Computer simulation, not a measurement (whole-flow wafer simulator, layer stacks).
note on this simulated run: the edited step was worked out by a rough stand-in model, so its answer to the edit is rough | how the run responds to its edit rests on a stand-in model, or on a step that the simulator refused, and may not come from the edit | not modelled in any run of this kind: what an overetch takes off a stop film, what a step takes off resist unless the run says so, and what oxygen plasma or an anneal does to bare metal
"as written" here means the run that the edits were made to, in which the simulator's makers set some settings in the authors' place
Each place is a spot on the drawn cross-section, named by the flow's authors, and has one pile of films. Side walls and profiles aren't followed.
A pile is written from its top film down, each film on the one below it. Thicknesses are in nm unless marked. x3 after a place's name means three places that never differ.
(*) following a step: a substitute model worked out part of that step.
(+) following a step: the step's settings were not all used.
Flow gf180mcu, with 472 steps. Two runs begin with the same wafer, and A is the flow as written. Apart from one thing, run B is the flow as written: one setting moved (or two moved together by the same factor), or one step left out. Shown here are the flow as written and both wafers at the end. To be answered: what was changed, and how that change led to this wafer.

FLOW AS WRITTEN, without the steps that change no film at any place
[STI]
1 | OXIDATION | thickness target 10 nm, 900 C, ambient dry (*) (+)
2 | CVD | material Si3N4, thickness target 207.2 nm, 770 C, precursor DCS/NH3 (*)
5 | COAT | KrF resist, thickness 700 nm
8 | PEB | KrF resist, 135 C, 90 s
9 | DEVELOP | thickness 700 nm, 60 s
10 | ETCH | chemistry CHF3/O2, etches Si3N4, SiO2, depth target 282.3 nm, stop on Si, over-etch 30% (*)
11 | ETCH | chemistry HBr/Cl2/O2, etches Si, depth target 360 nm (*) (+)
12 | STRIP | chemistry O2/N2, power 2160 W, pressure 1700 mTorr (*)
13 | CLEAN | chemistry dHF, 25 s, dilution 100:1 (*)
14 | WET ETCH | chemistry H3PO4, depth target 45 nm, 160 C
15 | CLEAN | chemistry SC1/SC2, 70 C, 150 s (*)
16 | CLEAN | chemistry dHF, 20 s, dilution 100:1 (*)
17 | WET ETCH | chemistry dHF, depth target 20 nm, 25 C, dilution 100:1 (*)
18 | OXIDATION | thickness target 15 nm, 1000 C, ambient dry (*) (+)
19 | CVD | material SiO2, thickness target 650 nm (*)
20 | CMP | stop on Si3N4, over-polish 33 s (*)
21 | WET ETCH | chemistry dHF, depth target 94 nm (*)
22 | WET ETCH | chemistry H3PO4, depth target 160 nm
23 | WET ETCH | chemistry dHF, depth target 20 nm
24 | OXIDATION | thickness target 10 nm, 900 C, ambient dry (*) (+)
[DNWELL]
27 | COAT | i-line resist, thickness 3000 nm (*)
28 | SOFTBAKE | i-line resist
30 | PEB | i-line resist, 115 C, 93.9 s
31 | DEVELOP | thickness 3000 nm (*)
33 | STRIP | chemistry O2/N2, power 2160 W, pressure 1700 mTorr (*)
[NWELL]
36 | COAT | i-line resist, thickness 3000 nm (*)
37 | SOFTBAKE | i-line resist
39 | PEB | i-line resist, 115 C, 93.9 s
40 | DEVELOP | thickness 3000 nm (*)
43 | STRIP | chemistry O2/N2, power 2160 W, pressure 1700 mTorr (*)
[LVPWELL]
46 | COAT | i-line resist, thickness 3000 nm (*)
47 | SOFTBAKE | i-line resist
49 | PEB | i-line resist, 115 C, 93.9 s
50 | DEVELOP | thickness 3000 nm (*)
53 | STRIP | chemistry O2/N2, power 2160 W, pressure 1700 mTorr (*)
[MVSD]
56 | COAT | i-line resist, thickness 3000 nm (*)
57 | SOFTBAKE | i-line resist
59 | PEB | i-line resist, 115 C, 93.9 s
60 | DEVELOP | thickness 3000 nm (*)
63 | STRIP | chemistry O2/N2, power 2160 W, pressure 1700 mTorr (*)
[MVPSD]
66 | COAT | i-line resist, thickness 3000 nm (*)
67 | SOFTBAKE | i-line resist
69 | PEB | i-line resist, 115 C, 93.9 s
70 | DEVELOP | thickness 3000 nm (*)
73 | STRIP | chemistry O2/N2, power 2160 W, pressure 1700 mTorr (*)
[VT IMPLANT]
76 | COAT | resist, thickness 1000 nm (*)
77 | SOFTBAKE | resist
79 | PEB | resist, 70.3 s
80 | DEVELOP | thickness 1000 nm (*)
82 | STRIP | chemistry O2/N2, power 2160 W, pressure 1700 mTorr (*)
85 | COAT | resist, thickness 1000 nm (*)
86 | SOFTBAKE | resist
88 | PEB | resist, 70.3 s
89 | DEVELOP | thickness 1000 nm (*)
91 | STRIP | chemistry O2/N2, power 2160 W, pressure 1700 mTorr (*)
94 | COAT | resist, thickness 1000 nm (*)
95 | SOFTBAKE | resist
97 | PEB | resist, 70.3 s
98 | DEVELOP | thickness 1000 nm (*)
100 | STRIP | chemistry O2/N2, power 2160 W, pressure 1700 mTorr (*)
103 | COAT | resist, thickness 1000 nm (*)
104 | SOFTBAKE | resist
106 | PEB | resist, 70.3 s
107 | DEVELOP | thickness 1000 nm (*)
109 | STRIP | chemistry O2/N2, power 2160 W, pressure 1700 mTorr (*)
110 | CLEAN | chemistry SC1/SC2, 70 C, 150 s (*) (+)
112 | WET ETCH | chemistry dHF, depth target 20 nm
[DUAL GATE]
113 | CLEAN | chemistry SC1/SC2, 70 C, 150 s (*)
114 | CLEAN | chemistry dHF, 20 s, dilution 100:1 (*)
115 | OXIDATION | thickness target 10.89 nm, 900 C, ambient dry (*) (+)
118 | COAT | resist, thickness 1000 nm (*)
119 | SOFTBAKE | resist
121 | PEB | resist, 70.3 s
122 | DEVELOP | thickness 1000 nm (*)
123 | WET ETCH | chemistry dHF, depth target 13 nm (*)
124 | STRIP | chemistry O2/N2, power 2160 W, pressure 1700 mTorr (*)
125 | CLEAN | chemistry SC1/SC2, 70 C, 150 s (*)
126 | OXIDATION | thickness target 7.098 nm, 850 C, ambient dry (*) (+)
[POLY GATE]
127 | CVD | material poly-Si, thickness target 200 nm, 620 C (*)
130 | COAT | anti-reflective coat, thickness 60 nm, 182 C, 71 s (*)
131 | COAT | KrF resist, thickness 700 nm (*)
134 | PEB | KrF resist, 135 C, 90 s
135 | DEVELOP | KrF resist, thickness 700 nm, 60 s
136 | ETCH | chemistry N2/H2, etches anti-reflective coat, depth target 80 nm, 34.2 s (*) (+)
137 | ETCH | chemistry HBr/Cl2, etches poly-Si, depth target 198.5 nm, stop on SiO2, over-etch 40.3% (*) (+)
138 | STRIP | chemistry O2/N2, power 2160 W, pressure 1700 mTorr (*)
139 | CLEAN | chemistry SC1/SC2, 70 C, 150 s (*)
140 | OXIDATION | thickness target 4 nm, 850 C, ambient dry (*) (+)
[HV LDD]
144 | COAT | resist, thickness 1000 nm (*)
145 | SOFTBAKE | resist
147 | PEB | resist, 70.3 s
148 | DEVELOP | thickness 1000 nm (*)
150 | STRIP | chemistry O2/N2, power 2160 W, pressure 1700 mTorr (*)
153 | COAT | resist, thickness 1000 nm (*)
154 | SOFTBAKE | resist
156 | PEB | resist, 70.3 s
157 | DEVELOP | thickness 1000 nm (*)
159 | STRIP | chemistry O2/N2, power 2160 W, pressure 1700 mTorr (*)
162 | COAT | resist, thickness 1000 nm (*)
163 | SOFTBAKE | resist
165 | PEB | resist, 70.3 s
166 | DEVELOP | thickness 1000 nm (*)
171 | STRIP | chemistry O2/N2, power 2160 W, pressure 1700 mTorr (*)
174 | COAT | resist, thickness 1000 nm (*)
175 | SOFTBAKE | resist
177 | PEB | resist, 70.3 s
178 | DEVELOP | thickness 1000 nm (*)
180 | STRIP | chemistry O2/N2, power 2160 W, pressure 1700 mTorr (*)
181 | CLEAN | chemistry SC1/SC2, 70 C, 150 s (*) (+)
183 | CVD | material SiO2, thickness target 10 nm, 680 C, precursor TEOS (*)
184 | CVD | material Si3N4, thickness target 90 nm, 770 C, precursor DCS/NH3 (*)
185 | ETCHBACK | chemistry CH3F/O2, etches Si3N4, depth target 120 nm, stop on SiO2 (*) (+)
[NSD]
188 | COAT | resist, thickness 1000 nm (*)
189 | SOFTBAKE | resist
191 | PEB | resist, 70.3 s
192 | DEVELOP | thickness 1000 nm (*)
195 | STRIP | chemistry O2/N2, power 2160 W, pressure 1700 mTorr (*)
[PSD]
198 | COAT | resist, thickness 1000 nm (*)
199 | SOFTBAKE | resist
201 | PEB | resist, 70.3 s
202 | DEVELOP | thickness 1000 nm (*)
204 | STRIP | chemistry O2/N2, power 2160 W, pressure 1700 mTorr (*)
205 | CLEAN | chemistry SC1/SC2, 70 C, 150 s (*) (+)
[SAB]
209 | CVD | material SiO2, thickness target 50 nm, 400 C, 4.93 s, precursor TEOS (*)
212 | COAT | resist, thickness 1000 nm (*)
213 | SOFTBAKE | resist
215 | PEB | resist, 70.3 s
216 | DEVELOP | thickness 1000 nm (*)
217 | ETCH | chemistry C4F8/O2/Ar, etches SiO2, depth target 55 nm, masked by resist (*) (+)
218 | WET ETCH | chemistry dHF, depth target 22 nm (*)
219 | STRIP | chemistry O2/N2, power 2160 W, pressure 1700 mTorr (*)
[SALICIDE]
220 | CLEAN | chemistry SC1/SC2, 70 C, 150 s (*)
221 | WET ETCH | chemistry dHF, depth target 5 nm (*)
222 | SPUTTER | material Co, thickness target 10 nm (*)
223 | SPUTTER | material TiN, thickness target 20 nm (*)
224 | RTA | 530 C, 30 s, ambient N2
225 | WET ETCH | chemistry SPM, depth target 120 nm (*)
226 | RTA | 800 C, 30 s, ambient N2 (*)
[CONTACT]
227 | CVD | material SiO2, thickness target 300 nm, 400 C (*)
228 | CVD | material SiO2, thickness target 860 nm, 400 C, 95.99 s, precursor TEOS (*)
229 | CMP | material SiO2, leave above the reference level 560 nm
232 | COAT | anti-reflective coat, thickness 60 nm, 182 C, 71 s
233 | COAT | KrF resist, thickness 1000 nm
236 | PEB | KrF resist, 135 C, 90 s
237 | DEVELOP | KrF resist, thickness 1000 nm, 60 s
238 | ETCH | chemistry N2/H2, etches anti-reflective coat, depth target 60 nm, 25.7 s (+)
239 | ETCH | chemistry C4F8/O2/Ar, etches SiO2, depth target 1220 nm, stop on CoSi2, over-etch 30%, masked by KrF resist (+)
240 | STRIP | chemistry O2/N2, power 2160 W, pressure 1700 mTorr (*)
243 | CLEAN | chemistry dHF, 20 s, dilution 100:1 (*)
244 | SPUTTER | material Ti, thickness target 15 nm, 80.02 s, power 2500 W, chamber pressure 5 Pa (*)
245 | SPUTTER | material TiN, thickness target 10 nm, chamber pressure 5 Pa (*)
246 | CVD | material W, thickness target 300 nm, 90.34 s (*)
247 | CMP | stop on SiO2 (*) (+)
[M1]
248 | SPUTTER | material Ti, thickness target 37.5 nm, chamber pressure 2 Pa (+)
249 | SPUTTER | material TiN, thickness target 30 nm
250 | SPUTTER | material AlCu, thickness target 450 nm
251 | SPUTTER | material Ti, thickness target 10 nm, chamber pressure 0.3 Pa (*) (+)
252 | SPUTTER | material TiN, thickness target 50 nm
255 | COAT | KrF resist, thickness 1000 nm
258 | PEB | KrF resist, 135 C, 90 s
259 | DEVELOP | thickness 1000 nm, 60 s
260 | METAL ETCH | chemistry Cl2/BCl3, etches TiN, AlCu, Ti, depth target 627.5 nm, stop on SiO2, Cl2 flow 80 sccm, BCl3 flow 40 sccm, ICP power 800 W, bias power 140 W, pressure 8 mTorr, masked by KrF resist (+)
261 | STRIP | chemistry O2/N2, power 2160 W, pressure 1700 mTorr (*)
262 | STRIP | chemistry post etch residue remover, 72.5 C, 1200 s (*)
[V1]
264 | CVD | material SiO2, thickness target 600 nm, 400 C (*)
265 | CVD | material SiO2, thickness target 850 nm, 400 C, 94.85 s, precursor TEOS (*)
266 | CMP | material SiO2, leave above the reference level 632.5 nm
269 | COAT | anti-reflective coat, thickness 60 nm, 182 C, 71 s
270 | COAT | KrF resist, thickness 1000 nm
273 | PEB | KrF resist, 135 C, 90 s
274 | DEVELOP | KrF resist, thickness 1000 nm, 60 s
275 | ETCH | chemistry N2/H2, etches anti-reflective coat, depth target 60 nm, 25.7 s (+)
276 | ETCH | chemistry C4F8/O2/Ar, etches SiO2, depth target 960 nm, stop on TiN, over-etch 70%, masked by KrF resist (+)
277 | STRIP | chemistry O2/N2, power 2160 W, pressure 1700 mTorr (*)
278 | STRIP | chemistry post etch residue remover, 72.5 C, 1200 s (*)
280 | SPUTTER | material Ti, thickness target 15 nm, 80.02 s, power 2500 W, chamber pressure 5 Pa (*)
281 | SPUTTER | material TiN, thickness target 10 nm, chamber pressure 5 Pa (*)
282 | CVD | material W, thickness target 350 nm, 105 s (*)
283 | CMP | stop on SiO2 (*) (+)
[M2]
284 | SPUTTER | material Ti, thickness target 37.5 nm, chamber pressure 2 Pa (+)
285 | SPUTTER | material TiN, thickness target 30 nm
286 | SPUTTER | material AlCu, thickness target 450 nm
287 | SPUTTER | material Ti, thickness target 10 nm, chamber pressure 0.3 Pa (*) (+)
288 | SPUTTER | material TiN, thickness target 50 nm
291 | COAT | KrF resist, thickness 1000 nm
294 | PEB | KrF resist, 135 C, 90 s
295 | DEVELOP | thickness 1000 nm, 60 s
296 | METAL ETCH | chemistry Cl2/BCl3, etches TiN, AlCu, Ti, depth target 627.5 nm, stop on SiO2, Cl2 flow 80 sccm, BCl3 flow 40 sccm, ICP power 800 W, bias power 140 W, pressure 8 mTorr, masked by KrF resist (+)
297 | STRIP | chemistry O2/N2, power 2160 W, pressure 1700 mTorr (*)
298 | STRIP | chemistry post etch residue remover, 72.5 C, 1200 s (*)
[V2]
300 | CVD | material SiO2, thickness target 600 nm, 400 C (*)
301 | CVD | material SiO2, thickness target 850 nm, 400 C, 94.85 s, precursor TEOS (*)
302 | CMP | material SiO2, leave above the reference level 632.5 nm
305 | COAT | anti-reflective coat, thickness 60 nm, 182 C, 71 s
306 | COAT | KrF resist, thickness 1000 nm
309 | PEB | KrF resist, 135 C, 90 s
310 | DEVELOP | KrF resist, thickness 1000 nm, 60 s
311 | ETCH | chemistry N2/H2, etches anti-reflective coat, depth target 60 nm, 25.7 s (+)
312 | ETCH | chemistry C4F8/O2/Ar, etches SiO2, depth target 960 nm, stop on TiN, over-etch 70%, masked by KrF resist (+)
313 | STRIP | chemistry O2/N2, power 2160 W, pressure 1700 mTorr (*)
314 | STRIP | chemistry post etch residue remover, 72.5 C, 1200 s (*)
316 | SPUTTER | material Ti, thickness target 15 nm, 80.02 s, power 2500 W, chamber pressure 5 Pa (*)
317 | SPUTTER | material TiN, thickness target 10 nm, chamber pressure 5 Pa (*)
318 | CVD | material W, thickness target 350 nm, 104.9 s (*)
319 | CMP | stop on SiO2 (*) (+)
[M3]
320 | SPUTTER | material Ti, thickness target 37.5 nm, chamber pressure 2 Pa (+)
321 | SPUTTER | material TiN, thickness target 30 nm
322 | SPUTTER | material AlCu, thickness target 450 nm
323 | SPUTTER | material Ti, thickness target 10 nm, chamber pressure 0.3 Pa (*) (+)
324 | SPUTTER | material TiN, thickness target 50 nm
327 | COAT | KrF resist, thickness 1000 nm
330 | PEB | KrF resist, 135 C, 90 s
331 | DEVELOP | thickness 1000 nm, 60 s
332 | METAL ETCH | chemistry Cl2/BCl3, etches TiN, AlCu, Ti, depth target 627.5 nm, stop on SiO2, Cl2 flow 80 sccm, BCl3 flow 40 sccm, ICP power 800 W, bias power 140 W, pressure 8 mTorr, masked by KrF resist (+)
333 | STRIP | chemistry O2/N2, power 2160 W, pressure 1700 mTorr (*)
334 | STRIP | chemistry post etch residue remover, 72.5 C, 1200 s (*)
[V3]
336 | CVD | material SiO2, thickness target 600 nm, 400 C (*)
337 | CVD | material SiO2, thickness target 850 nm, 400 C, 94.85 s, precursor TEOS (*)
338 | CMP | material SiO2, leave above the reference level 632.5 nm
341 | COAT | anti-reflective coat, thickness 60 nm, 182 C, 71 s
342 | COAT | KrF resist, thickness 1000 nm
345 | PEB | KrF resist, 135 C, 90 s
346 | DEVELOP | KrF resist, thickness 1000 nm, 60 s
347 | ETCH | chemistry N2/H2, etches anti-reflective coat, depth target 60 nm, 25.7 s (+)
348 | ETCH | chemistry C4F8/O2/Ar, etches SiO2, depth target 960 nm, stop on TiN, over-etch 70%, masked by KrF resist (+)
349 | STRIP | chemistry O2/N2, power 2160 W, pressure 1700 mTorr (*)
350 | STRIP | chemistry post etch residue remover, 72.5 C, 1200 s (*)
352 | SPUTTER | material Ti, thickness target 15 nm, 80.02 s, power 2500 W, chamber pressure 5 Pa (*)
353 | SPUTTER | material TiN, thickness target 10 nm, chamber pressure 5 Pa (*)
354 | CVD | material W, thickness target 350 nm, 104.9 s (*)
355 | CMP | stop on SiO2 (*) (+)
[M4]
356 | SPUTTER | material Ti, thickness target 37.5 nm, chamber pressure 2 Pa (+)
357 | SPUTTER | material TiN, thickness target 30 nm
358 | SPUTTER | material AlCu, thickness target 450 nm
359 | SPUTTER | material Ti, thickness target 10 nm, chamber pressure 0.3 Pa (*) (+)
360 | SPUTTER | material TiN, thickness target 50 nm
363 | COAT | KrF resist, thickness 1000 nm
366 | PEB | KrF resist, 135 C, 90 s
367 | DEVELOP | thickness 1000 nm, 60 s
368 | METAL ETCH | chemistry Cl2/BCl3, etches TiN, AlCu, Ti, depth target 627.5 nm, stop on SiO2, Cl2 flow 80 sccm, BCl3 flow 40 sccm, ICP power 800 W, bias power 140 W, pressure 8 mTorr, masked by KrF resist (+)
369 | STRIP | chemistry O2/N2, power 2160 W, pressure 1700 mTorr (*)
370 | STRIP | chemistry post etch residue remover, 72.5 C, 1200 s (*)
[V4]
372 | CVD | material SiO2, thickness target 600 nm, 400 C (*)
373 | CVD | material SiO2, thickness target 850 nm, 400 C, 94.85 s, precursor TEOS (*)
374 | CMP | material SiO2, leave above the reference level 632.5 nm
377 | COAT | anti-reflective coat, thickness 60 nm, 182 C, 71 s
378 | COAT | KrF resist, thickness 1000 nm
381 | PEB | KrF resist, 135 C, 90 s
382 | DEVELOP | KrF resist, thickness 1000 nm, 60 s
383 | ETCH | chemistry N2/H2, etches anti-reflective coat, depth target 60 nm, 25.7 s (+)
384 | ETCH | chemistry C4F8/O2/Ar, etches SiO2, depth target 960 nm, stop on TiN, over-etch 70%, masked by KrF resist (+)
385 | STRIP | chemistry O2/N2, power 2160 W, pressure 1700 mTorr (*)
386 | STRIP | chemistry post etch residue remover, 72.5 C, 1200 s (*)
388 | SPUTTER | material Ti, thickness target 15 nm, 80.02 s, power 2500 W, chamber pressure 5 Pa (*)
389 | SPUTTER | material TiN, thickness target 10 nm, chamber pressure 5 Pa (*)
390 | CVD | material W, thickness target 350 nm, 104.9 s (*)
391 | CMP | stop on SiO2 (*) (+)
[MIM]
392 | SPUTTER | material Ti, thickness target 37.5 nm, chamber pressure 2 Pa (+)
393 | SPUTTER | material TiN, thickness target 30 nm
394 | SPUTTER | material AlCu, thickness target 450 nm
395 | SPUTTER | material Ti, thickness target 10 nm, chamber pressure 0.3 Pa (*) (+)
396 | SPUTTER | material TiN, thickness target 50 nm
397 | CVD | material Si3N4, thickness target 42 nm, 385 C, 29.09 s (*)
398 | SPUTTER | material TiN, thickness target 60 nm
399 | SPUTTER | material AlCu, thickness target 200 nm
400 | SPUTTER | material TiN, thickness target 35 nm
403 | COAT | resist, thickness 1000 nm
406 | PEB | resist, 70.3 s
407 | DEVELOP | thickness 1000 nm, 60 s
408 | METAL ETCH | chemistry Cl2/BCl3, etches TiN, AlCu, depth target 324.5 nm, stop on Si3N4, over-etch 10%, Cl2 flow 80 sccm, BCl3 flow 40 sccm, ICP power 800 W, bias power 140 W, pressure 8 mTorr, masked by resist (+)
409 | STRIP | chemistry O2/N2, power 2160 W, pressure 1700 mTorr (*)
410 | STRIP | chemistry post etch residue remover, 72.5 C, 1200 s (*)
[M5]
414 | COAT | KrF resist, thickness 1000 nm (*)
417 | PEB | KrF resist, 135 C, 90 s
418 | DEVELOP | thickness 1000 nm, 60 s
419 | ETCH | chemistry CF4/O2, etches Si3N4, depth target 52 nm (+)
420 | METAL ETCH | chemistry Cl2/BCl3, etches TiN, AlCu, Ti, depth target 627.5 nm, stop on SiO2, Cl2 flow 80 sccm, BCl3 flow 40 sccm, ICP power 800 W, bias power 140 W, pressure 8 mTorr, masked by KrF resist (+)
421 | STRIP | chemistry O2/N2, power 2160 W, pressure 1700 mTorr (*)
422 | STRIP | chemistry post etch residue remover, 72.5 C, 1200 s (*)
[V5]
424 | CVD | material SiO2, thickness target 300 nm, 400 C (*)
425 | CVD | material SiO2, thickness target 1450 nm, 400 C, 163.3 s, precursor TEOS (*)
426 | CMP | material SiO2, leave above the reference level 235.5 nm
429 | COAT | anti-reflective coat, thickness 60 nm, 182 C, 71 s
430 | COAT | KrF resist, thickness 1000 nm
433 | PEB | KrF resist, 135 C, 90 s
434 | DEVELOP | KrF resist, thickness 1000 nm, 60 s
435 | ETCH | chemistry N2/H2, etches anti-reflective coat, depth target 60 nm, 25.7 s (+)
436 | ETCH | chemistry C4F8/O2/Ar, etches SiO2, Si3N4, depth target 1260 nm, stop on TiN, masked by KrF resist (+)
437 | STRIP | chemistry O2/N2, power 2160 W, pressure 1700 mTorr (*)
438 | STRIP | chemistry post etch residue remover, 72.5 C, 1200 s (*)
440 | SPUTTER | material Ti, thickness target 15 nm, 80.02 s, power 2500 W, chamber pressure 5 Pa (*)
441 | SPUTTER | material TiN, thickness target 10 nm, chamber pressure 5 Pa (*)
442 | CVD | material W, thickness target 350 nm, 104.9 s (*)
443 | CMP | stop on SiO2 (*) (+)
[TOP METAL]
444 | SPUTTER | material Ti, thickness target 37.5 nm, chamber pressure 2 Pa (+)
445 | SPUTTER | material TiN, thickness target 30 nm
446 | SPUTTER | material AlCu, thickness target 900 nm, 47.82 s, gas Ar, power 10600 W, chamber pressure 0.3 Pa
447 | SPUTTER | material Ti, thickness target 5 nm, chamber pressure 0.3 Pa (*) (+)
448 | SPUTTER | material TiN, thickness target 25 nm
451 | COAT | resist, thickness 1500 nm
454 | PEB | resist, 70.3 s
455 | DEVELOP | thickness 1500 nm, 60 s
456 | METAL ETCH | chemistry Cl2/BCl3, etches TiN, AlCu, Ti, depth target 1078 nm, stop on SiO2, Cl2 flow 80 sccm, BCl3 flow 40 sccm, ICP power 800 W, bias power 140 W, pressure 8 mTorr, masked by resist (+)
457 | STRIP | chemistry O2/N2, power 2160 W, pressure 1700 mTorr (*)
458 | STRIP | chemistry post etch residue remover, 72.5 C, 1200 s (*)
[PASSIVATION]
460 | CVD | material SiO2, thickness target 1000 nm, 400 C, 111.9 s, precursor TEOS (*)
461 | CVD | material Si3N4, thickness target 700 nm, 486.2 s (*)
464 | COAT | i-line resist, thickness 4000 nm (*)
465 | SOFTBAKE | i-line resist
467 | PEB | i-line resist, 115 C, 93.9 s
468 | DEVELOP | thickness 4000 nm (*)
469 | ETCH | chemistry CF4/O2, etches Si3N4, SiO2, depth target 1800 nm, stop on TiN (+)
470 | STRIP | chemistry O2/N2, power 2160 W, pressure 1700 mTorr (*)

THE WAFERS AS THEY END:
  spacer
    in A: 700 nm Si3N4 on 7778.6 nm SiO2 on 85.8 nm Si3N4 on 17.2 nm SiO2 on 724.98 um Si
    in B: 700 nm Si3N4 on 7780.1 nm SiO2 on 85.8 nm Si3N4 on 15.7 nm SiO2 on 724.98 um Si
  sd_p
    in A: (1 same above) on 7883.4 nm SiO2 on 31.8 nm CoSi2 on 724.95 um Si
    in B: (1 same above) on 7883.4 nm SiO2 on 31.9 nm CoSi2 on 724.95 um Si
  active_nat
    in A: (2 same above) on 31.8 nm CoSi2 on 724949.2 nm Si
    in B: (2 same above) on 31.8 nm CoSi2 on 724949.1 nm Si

The reason: step 183, CVD: thickness target 8.5 nm was run, while the flow as written has thickness target 10 nm.

Step by step, how the change led to this:
  183 | CVD | material SiO2, thickness target 10 nm, 680 C, precursor TEOS (*)
      field, field__w1, field__w2 and 99 more: A +10 SiO2 | B +8.5 SiO2
      ld_drift_p: A +9.87 SiO2 | B +8.39 SiO2
      (and at 1 other place as well)
  189 | SOFTBAKE | resist
      field: A +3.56 resist | B -0.36 resist
      active_hv: A +2.68 resist | B -0.54 resist
      (and at 2 other places as well)
  199 | SOFTBAKE | resist
      field: A +3.56 resist | B -0.36 resist
      active_hv: A +2.68 resist | B -0.54 resist
      (and at 2 other places as well)
  218 | WET ETCH | chemistry dHF, depth target 22 nm (*)
      gate, gate_hv, gate_p and 23 more: A -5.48 SiO2 (all of it) | B -3.98 SiO2 (all of it)
      active, p_well, sd_n, iso_ptap_pw, iso_ntap_nw, iso_ptap_sub, vpnp_e: A -9.01 SiO2 (all of it) | B -7.51 SiO2 (all of it)
      (and at 16 other places as well)
  226 | RTA | 800 C, 30 s, ambient N2 (*)
      ld_sd_p: A +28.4 CoSi2 (new film), -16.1 CoSi (all of it), -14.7 Si | B +27.8 CoSi2 (new film), -15.8 CoSi (all of it), -14.4 Si
